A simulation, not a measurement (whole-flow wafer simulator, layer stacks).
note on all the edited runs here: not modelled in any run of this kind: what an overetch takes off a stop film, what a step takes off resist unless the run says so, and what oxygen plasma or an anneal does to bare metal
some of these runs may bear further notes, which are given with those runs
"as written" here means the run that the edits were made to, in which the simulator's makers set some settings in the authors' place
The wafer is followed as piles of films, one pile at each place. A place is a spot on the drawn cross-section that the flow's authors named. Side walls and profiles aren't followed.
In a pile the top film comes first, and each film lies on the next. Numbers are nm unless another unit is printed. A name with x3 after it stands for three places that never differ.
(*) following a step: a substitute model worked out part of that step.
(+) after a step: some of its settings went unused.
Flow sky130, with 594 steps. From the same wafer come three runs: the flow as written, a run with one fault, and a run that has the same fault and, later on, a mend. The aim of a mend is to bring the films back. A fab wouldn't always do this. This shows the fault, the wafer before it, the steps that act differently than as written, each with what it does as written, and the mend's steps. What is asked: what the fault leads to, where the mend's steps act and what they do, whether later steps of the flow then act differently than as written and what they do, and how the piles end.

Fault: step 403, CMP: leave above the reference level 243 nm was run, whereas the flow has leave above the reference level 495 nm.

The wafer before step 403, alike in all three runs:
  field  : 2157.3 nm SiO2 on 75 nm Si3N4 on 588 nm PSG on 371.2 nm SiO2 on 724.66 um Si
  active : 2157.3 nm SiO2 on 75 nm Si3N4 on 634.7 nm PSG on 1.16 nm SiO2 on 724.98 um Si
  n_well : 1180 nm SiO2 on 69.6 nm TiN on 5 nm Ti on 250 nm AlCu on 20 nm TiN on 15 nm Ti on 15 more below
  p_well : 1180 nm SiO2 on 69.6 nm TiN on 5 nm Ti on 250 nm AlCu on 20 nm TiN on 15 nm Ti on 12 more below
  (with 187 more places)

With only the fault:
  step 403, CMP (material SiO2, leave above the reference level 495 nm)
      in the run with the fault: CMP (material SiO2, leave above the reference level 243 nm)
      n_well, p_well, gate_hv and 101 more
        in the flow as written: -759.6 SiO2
        in the run with the fault: -1011.6 SiO2
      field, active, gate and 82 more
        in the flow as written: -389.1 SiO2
        in the run with the fault: -641.1 SiO2
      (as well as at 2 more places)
  Steps further on in the flow that do not act as written (not shown: 4 more steps that differ only slightly, by at most 2% or 0.5 nm, whichever is larger):
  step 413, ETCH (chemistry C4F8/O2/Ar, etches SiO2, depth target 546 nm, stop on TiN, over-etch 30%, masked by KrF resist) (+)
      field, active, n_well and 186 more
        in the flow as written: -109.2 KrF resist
        in the run with the fault: -43.8 KrF resist
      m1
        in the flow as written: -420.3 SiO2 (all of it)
        in the run with the fault: -168.3 SiO2 (all of it)
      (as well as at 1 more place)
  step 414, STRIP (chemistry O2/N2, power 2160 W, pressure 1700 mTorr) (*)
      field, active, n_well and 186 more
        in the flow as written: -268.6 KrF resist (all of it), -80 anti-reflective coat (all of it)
        in the run with the fault: -334.1 KrF resist (all of it), -80 anti-reflective coat (all of it)
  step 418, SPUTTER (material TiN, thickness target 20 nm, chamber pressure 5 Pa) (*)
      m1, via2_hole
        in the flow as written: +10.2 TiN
        in the run with the fault: +14.2 TiN
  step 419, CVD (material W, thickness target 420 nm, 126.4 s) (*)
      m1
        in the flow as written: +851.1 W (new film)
        in the run with the fault: +595.1 W (new film)
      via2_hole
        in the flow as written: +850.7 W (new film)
        in the run with the fault: +594.6 W (new film)
  At field, active, n_well and 190 more, the piles at the end differ from the flow's by more than 2% or 0.5 nm, whichever is larger.
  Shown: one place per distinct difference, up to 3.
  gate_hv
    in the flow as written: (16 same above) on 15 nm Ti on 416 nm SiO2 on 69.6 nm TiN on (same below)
    in the run with the fault: (16 same above) on 15 nm Ti on 164 nm SiO2 on 69.6 nm TiN on (same below)
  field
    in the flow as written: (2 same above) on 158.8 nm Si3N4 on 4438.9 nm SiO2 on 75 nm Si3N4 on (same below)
    in the run with the fault: (2 same above) on 158.8 nm Si3N4 on 4186.9 nm SiO2 on 75 nm Si3N4 on (same below)
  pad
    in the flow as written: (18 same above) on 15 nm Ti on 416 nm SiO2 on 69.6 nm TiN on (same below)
    in the run with the fault: (18 same above) on 15 nm Ti on 164 nm SiO2 on 69.6 nm TiN on (same below)

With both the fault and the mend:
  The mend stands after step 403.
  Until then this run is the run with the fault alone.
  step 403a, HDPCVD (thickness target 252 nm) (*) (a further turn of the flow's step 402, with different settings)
      field, active, n_well and 188 more
        +252 SiO2
  Every later step of the flow that is run acts as written, at every place that is followed, to within 2% or 0.5 nm, whichever is larger.
  The piles end the same as the flow's at every place that both follow.
